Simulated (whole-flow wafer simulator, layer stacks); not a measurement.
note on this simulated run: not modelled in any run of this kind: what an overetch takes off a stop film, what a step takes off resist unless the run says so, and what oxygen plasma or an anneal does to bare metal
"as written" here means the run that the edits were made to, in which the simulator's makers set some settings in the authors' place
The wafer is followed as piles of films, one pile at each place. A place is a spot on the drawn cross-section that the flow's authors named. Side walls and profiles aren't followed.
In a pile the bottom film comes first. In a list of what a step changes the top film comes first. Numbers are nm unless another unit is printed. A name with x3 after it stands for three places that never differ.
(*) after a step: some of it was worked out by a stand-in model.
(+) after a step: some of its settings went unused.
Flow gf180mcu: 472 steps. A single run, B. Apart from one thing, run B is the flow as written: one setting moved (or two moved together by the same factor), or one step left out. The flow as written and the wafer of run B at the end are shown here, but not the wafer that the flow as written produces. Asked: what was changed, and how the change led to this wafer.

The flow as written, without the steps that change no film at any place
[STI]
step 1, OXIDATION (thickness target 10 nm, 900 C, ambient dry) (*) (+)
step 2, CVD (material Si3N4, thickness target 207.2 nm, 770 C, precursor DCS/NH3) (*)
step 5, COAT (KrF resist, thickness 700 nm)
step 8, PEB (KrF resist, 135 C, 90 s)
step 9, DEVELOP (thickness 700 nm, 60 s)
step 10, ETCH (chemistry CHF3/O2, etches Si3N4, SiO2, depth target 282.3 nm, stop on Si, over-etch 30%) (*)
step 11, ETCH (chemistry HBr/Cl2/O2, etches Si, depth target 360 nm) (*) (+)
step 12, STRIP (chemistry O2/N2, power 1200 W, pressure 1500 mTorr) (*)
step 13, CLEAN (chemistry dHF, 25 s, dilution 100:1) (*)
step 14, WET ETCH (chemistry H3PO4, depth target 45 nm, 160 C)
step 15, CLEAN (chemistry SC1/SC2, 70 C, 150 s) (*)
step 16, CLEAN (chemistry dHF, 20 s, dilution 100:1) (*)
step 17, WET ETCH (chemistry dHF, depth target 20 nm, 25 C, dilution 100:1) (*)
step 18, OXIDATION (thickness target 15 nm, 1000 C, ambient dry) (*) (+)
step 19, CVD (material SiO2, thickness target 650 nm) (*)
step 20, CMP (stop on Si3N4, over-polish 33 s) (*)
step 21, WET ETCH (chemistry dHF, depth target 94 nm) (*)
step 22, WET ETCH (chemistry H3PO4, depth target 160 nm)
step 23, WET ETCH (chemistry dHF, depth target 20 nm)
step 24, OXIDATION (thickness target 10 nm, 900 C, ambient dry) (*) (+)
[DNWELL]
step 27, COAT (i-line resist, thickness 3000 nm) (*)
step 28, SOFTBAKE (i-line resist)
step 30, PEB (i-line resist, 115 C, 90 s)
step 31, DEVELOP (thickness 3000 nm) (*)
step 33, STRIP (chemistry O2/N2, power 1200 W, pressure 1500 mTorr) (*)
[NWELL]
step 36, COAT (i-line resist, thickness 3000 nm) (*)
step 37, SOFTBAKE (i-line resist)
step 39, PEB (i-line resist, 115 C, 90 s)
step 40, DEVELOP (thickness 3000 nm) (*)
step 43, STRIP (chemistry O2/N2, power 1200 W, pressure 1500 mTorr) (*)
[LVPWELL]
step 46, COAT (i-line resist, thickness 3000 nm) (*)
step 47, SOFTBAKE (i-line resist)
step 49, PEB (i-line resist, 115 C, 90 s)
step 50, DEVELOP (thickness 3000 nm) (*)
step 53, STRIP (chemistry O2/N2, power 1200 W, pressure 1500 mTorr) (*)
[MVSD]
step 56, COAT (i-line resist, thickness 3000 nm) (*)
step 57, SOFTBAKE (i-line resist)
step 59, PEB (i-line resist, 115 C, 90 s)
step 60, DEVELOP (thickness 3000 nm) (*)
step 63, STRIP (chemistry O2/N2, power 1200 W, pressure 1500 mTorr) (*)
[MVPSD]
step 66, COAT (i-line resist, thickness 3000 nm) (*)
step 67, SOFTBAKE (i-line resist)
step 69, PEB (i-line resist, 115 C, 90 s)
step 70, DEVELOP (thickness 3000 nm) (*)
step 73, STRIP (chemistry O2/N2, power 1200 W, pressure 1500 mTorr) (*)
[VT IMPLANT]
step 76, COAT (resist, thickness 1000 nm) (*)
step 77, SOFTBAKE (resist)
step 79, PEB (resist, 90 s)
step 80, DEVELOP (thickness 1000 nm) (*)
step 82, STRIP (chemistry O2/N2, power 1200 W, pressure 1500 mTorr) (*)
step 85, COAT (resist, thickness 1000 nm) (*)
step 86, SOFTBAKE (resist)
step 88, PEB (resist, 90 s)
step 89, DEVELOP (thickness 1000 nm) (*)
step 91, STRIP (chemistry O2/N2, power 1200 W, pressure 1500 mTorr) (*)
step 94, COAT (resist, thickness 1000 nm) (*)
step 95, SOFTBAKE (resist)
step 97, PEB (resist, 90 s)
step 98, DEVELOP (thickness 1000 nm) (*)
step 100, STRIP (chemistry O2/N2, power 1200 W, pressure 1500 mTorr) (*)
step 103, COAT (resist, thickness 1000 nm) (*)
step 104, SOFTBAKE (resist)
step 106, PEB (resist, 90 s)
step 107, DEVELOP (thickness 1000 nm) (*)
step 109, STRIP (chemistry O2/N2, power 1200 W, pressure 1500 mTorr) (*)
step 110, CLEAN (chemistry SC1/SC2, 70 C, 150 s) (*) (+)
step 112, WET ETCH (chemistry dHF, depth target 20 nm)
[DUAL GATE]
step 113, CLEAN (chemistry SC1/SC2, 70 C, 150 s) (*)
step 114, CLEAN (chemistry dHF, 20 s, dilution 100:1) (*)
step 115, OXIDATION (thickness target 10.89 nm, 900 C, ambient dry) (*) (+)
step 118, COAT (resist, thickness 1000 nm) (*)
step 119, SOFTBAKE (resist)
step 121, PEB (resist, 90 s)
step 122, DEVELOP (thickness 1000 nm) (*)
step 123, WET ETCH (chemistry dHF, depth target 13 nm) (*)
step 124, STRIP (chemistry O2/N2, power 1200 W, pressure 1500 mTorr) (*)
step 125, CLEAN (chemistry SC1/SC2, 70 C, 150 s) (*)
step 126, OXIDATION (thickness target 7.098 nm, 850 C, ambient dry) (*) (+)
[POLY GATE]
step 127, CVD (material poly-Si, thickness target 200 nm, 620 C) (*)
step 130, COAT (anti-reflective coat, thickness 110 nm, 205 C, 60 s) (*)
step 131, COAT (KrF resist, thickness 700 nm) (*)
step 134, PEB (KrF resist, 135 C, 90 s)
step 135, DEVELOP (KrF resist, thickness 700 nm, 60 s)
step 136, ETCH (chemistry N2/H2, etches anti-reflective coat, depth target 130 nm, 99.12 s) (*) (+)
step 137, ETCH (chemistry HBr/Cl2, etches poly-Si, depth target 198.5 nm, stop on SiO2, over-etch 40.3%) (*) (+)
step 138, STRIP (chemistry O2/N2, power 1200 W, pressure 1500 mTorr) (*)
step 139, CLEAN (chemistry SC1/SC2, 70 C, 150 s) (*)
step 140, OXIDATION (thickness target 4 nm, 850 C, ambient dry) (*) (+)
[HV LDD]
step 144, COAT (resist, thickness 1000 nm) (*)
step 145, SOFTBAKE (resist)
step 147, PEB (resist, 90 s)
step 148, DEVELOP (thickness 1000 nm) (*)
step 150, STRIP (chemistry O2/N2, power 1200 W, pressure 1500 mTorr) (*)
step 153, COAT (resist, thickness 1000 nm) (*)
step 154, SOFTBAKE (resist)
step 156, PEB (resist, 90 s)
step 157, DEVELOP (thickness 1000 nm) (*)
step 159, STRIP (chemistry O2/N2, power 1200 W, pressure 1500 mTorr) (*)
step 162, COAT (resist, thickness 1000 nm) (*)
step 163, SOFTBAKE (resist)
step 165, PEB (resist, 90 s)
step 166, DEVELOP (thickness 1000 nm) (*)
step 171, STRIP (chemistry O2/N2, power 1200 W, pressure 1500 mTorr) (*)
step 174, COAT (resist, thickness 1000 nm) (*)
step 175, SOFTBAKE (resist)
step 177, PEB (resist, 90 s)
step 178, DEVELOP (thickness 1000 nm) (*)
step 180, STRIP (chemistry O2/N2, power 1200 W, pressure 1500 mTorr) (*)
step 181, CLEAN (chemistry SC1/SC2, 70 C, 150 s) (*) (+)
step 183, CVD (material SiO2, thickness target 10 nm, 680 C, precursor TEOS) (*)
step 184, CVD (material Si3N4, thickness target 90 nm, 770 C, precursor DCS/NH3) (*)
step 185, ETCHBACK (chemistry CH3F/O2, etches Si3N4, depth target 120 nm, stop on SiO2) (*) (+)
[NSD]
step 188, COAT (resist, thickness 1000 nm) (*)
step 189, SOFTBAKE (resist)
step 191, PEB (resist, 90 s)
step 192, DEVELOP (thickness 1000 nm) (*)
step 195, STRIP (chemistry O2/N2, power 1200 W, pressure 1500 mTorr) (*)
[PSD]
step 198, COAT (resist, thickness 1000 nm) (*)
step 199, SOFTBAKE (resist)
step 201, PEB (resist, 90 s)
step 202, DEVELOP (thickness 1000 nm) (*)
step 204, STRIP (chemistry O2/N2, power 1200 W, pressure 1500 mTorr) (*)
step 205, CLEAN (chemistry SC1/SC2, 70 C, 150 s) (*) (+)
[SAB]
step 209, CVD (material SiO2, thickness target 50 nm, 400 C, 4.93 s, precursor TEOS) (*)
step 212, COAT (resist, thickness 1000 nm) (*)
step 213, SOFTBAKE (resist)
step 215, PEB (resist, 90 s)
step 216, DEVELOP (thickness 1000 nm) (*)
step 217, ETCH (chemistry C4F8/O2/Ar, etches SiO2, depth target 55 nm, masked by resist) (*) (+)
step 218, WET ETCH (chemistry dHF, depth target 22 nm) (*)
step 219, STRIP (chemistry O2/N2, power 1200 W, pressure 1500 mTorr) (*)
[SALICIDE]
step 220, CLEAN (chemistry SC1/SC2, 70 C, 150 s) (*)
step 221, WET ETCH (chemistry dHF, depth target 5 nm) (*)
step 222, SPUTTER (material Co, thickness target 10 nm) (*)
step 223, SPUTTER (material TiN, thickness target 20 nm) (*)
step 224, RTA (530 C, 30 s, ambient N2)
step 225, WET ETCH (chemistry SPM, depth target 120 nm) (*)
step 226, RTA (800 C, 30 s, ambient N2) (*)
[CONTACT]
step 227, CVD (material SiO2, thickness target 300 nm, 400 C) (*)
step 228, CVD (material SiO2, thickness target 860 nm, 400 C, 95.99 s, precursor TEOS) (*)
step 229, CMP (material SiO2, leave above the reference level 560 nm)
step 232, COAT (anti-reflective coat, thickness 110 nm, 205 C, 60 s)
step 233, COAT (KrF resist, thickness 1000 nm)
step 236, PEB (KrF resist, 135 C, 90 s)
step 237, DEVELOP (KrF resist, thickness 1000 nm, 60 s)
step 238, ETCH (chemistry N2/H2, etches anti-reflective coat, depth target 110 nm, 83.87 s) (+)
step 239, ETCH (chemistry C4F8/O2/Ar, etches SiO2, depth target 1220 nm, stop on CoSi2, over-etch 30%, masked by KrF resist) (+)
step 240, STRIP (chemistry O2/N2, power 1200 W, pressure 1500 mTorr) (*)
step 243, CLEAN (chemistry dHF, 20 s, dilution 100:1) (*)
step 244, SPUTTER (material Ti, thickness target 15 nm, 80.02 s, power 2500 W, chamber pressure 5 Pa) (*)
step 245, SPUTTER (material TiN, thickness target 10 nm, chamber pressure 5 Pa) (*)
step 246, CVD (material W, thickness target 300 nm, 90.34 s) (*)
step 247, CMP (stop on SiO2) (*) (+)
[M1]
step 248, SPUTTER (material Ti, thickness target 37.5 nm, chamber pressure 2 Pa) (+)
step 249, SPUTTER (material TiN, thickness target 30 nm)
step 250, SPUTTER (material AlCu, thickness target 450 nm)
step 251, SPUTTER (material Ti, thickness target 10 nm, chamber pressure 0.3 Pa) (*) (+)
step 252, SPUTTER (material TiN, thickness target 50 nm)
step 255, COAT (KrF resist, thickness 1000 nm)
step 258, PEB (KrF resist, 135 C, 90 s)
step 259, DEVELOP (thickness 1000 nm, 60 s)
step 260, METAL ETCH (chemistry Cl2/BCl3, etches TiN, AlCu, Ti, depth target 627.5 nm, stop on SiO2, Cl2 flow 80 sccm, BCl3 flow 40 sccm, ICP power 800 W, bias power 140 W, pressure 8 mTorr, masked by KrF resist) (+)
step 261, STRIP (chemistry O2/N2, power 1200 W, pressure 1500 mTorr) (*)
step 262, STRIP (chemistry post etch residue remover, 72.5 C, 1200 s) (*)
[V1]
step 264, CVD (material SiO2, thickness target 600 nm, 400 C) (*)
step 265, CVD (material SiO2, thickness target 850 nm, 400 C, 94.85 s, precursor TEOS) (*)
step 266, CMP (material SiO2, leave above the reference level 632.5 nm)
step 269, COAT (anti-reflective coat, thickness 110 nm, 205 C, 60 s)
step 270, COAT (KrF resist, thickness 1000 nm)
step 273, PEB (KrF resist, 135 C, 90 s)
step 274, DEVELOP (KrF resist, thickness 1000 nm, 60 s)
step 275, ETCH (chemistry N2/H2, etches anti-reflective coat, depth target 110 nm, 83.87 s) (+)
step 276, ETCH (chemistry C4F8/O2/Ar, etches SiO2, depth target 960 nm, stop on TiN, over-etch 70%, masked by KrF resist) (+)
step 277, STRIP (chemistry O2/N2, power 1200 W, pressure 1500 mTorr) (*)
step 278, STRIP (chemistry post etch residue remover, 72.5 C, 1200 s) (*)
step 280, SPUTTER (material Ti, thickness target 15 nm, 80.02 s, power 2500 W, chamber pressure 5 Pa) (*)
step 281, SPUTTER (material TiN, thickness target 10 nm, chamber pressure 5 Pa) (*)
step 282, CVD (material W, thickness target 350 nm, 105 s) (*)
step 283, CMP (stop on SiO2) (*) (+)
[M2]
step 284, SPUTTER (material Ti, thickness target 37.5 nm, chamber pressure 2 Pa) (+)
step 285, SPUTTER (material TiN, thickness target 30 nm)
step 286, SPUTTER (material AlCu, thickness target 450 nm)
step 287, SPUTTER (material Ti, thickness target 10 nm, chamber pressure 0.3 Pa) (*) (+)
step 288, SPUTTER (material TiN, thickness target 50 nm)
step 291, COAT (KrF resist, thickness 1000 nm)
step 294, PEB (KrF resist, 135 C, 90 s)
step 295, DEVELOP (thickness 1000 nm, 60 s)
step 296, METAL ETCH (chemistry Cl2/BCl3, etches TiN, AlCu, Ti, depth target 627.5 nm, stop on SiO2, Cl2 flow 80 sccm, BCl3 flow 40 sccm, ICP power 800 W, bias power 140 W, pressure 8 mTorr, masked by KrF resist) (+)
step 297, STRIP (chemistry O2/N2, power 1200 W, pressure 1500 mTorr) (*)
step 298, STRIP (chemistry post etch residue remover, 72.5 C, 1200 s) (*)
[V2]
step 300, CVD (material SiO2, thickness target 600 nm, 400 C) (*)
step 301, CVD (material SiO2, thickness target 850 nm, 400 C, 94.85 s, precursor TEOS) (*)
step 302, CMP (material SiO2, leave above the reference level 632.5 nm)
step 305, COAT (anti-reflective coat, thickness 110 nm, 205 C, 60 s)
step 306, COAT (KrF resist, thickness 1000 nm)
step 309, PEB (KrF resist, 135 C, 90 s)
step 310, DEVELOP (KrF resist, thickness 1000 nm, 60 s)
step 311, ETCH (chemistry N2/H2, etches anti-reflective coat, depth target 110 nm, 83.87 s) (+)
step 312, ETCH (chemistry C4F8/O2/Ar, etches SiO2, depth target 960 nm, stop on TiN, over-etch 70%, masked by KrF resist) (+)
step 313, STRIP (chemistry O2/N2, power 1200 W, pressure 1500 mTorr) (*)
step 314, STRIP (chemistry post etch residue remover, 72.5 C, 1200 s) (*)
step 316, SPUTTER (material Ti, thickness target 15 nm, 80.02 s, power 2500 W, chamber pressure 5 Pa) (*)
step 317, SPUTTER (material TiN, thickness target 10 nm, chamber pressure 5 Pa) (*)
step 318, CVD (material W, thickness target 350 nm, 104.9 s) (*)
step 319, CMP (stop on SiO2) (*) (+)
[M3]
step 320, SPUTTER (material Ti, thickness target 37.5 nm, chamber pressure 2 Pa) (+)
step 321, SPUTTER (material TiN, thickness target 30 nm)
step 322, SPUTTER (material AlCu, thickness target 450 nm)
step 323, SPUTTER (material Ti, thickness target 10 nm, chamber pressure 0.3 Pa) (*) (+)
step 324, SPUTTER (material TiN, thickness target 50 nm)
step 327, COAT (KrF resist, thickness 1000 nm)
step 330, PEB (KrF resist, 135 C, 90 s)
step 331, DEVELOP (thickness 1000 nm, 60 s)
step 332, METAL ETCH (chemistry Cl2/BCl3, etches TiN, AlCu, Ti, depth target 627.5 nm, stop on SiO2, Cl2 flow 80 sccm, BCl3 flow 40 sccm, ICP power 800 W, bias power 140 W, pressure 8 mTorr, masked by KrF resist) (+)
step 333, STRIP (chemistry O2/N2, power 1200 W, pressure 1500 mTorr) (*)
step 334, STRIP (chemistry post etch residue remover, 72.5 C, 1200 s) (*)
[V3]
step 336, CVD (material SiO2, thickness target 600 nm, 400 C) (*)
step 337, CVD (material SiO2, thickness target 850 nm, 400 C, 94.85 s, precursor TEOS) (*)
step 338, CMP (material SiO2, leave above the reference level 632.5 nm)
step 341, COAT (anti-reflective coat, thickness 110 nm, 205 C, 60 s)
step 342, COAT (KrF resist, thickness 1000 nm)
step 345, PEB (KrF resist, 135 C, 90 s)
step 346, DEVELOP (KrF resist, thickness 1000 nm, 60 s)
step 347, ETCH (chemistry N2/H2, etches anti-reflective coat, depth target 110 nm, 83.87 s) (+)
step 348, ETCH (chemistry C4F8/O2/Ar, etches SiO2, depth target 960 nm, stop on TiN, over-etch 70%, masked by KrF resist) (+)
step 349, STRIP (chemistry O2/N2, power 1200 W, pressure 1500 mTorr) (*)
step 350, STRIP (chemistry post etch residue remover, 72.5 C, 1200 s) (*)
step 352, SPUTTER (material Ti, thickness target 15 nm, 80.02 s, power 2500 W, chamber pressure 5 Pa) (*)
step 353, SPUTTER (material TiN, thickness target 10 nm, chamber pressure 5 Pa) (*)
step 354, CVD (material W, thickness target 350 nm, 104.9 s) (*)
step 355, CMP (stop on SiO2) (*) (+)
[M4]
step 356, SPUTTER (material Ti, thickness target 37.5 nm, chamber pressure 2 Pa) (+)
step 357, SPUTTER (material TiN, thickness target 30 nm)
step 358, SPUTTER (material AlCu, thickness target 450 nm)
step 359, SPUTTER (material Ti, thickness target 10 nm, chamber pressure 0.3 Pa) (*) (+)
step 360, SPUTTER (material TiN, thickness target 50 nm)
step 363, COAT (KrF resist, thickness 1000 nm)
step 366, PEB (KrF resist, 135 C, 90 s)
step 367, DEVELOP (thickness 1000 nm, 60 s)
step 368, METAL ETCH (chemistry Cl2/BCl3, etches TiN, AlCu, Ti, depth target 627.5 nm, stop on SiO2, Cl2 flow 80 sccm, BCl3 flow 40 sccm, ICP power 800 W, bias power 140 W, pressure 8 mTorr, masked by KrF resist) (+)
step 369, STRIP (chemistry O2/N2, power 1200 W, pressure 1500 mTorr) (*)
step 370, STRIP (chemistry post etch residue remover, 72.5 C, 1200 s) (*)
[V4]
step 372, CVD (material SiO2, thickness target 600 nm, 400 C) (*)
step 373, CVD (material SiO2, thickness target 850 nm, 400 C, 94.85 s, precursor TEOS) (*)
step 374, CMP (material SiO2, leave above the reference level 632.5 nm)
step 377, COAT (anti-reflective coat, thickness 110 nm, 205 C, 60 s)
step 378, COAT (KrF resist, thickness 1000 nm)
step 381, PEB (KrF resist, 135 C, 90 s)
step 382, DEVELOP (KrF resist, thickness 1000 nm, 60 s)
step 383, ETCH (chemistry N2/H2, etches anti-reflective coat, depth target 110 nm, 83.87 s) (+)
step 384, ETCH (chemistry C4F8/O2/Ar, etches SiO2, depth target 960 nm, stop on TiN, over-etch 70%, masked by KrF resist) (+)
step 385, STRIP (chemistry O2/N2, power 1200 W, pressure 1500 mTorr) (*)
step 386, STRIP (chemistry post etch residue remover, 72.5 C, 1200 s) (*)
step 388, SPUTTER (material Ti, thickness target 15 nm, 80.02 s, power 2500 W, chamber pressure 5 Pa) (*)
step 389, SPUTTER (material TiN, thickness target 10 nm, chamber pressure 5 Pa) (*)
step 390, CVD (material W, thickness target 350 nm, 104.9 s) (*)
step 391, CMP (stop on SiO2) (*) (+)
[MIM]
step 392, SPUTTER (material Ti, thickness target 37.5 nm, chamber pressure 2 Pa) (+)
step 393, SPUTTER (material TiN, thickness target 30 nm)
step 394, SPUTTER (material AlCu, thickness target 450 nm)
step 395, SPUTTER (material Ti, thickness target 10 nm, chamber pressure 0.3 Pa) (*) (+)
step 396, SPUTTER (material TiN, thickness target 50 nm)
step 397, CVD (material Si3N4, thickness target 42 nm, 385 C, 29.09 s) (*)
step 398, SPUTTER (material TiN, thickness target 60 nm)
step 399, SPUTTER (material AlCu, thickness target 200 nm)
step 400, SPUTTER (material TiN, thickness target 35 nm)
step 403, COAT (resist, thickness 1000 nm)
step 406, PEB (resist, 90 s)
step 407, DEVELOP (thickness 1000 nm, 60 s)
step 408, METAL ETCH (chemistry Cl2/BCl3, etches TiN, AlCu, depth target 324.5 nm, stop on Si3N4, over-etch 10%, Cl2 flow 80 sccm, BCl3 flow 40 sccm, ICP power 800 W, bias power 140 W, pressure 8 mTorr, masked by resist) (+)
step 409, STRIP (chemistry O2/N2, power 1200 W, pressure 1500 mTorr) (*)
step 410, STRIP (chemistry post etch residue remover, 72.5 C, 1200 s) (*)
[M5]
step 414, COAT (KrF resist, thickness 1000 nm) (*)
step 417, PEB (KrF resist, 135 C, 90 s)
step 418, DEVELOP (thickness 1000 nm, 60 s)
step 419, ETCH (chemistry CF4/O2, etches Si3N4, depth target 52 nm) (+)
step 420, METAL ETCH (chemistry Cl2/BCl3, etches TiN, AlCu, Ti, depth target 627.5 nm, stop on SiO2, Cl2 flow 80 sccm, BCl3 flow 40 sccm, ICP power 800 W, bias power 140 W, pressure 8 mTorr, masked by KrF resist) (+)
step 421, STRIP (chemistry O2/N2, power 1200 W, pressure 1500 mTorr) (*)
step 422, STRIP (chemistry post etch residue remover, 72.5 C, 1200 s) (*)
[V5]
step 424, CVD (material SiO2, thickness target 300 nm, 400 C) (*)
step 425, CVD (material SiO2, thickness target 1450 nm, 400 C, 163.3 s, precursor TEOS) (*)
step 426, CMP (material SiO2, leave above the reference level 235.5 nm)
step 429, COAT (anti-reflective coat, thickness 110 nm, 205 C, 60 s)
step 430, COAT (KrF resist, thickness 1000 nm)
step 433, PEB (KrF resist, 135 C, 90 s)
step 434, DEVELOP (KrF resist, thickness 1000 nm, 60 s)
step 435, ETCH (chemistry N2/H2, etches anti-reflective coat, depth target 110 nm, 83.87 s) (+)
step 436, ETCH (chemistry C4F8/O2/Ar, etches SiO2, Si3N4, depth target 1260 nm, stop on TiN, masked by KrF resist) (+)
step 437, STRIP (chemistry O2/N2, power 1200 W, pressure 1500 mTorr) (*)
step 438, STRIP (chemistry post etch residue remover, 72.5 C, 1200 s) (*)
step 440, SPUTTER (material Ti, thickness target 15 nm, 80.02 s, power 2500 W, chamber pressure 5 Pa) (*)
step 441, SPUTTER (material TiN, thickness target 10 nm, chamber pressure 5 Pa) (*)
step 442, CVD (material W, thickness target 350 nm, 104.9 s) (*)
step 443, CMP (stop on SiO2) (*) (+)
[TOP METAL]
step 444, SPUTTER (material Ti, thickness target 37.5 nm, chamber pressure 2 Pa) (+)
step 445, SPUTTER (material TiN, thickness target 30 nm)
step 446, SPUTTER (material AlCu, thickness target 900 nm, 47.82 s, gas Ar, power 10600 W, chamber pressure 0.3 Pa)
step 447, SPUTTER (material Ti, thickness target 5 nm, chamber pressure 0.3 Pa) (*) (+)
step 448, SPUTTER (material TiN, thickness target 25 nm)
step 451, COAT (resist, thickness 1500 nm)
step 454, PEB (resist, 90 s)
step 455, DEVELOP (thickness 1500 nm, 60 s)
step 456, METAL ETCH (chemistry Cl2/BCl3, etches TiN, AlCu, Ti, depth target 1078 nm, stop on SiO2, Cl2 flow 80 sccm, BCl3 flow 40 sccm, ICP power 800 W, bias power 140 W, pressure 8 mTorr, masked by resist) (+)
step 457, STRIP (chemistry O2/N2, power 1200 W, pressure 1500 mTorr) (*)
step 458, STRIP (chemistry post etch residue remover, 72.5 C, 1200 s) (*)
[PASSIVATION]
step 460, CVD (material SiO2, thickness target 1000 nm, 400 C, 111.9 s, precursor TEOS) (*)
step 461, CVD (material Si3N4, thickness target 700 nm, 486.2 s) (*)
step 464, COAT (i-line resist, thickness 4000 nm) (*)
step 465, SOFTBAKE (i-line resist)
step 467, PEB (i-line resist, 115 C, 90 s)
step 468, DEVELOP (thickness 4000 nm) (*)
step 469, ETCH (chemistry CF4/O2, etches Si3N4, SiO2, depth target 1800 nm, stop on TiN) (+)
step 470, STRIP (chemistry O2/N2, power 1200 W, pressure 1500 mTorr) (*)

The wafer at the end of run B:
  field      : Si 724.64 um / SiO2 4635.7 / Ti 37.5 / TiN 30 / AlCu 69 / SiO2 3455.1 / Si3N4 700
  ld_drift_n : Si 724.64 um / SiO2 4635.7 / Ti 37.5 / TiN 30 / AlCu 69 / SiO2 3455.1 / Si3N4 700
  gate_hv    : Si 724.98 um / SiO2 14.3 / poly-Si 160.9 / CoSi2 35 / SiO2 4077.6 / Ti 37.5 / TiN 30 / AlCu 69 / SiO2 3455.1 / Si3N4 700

The reason: step 368, METAL ETCH: depth target 435.3 nm was run, though the flow has depth target 627.5 nm.

How this came from the change, step by step:
  step 368, METAL ETCH (chemistry Cl2/BCl3, etches TiN, AlCu, Ti, depth target 627.5 nm, stop on SiO2, Cl2 flow 80 sccm, BCl3 flow 40 sccm, ICP power 800 W, bias power 140 W, pressure 8 mTorr, masked by KrF resist) (+)
      field, field__w1, field__w2 and 103 more: TiN loses 50 (all of it), Ti loses 10 (all of it), AlCu loses 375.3 (in the flow as written it would be: TiN loses 50 (all of it), Ti loses 10 (all of it), AlCu loses 450 (all of it), TiN loses 30 (all of it), Ti loses 37.5 (all of it))
      field__w8, contact, m1, m1__w1, m1_nw: KrF resist loses 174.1 (in the flow as written it would be: KrF resist loses 251)
  step 369, STRIP (chemistry O2/N2, power 1200 W, pressure 1500 mTorr) (*)
      field__w8, contact, m1, m1__w1, m1_nw: KrF resist loses 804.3 (all of it) (in the flow as written it would be: KrF resist loses 727.4 (all of it))
  step 370, STRIP (chemistry post etch residue remover, 72.5 C, 1200 s) (*)
      field, field__w1, field__w2 and 103 more: AlCu loses 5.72 (in the flow as written it would be: nothing)
  step 372, CVD (material SiO2, thickness target 600 nm, 400 C) (*)
      field, field__w1, field__w2 and 103 more: SiO2 gains 600 (new film) (in the flow as written it would be: SiO2 gains 600)
  step 374, CMP (material SiO2, leave above the reference level 632.5 nm)
      field, field__w1, field__w2 and 103 more: SiO2 loses 436.5 (in the flow as written it would be: SiO2 loses 300)
Taking metal films that touch as one body, field has 1 body; the flow as written gives 0 bodies.
Taking metal films that touch as one body, ld_drift_n has 1 body; the flow as written gives 0 bodies.
Taking metal films that touch as one body, gate_hv has 2 bodies (between them, from the top down: SiO2 4077.6); the flow as written gives 1 body.
